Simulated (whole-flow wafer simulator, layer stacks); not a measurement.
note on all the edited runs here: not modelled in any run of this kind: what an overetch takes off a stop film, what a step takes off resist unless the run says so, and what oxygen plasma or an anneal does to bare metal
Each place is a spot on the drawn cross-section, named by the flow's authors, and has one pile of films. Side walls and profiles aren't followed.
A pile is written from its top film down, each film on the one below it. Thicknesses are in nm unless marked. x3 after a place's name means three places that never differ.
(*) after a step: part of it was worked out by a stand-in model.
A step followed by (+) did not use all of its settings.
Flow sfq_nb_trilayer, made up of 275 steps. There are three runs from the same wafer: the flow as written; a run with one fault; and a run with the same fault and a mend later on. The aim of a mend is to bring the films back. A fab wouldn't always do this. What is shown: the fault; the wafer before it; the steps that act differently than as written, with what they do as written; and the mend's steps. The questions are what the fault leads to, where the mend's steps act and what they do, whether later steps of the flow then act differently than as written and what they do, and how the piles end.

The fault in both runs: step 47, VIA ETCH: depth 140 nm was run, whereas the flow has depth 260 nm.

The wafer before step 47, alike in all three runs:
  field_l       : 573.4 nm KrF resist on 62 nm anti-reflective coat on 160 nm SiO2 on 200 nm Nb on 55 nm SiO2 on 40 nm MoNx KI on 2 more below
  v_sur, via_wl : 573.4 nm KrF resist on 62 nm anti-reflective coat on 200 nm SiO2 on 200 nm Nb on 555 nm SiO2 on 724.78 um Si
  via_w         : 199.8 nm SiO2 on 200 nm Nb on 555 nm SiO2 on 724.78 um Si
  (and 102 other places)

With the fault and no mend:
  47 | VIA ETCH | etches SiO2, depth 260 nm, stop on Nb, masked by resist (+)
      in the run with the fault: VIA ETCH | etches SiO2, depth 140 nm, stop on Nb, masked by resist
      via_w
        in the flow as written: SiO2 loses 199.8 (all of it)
        in the run with the fault: SiO2 loses 140
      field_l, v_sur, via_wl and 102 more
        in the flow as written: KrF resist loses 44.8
        in the run with the fault: KrF resist loses 24.1
  Steps further on in the flow that do not act as written (not shown: 3 more steps that differ only slightly, by at most 2% or 0.5 nm, whichever is larger):
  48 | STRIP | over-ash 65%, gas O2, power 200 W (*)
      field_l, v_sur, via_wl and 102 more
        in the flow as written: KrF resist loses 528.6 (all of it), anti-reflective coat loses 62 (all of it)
        in the run with the fault: KrF resist loses 549.3 (all of it), anti-reflective coat loses 62 (all of it)
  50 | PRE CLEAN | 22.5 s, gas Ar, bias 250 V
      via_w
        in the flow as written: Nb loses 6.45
        in the run with the fault: SiO2 loses 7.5
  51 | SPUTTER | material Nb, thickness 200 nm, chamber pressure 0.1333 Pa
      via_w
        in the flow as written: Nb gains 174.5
        in the run with the fault: Nb gains 186.4 (new film)
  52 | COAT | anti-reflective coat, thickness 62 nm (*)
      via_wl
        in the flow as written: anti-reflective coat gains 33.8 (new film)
        in the run with the fault: anti-reflective coat gains 35.8 (new film)
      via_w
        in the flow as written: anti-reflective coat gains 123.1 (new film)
        in the run with the fault: anti-reflective coat gains 109.6 (new film)
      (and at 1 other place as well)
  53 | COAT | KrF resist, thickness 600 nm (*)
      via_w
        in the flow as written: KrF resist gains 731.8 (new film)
        in the run with the fault: KrF resist gains 683.9 (new film)
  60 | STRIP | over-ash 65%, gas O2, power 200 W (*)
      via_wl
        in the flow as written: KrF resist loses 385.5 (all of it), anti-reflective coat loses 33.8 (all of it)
        in the run with the fault: KrF resist loses 390.7 (all of it), anti-reflective coat loses 35.8 (all of it)
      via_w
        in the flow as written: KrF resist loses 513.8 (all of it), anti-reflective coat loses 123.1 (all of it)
        in the run with the fault: KrF resist loses 466.1 (all of it), anti-reflective coat loses 109.6 (all of it)
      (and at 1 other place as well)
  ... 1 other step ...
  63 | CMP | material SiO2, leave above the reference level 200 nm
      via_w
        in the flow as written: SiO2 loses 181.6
        in the run with the fault: SiO2 loses 157.1
  The piles end different from the flow's at via_w by more than 2% or 0.5 nm, whichever is larger.
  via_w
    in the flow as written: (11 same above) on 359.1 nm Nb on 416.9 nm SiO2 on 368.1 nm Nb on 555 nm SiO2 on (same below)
    in the run with the fault: (11 same above) on 359.1 nm Nb on 346.2 nm SiO2 on 186.4 nm Nb on 52.3 nm SiO2 on 200 nm Nb on 555 nm SiO2 on (same below)

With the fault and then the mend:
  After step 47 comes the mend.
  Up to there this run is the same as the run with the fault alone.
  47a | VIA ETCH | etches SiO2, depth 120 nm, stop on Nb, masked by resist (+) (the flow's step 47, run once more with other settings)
      field_l, v_sur, via_wl and 102 more
        KrF resist loses 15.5
      via_w
        SiO2 loses 59.8 (all of it)
  Every later step of the flow that is run acts as written, at every place that is followed, to within 2% or 0.5 nm, whichever is larger.
  At every place that both follow, the piles at the end match the flow's.
